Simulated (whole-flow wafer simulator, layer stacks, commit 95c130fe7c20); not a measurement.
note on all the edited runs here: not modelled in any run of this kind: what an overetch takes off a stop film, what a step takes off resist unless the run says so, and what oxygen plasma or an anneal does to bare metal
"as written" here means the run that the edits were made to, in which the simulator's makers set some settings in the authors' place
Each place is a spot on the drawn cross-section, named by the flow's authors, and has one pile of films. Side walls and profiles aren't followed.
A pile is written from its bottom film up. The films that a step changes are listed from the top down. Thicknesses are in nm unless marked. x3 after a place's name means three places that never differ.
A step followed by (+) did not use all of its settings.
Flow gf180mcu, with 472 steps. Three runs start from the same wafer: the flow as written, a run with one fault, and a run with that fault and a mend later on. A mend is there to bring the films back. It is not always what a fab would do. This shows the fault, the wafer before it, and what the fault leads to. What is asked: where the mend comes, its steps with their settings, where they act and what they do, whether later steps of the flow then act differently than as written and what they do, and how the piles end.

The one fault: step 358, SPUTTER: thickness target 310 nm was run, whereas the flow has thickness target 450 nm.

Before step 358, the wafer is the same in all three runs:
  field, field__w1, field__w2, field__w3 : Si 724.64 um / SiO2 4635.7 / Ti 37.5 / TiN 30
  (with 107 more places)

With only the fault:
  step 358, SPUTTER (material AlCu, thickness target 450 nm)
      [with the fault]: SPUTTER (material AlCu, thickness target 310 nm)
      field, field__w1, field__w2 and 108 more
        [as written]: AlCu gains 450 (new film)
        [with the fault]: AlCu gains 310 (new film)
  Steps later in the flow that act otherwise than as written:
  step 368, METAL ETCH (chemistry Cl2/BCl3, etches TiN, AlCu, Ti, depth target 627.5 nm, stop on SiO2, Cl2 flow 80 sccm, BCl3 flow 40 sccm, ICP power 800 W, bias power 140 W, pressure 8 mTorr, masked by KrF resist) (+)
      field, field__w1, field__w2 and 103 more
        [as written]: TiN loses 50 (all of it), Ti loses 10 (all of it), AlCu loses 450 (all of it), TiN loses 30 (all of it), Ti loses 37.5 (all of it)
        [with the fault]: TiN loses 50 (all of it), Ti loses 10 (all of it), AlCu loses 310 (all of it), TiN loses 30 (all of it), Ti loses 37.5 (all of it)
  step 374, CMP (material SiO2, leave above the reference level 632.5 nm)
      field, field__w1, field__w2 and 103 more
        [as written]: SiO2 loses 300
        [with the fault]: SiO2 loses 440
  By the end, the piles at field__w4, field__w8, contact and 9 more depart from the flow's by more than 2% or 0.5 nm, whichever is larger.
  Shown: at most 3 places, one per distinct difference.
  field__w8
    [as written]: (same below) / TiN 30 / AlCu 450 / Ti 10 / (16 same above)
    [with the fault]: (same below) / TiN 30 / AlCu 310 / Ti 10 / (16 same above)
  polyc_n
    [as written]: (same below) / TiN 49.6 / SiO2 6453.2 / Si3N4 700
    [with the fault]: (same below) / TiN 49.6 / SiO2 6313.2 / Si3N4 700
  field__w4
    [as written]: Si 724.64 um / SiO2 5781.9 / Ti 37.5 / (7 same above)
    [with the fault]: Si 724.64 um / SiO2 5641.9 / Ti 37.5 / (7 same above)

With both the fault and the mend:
  The mend follows step 358.
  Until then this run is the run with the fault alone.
  step 358a, SPUTTER (material AlCu, thickness target 140 nm) (the flow's step 358, run once more with other settings)
      field, field__w1, field__w2 and 108 more
        AlCu gains 140
  Every later step of the flow that is run acts as written at every place that is followed.
  At every place that both follow, the piles at the end match the flow's.
